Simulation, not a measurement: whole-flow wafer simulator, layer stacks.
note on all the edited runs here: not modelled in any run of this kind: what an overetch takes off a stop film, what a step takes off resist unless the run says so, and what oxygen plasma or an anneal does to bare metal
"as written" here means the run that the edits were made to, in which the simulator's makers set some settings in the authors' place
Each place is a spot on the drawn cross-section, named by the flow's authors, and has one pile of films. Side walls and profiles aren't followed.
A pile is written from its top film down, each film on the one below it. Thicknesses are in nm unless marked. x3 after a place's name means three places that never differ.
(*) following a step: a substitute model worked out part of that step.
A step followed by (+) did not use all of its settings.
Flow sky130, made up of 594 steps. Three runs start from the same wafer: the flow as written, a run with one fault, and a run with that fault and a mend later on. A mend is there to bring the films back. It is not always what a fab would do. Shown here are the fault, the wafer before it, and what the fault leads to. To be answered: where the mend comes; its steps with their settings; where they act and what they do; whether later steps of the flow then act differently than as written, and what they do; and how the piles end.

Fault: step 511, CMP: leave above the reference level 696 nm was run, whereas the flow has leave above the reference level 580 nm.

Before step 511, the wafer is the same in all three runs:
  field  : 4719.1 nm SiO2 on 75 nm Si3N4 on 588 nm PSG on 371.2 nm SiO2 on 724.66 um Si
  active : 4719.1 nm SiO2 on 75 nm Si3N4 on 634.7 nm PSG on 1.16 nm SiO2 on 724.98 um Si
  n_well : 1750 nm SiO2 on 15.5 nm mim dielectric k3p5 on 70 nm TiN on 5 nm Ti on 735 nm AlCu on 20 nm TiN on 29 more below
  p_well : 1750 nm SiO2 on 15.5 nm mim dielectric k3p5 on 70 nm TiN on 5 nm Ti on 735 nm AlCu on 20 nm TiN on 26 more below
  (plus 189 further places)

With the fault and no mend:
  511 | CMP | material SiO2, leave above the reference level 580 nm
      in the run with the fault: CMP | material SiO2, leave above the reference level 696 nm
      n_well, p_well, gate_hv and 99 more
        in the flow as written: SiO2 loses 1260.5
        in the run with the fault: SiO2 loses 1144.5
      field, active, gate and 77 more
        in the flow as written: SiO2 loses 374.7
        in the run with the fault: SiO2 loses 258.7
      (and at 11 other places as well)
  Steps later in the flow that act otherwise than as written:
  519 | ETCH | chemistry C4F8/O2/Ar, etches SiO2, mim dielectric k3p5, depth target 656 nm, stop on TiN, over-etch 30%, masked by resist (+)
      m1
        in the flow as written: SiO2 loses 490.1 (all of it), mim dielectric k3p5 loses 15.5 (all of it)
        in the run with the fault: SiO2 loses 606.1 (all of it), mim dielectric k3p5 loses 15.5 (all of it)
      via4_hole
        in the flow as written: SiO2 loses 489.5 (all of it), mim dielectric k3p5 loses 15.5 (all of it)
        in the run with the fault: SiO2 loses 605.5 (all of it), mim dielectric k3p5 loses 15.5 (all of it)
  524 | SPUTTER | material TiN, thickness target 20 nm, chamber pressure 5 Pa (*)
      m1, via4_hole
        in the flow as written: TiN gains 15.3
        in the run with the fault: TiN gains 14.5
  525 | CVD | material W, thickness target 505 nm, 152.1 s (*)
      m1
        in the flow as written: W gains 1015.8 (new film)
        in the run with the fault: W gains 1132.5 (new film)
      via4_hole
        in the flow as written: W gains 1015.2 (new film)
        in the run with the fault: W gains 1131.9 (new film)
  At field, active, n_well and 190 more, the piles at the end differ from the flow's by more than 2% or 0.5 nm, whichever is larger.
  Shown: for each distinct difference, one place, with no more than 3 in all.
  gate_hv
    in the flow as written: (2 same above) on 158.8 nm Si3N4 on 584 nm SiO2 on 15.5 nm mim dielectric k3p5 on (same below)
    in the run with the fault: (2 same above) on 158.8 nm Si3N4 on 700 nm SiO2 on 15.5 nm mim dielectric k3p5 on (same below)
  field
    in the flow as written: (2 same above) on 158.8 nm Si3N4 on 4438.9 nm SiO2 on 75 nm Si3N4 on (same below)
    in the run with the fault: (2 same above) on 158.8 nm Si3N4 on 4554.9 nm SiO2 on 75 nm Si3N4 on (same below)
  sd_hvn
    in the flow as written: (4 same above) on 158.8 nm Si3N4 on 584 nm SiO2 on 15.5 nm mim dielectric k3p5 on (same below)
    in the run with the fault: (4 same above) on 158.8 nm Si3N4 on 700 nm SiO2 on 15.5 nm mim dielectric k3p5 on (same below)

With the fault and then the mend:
  The mend stands after step 511.
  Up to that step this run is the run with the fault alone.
  511a | CMP | material SiO2, leave above the reference level 580 nm (the flow's step 511, run once more)
      field, active, n_well and 190 more
        SiO2 loses 116
  None of the later steps of the flow acts differently than as written at any place that is followed.
  The piles end the same as the flow's at every place that both follow.
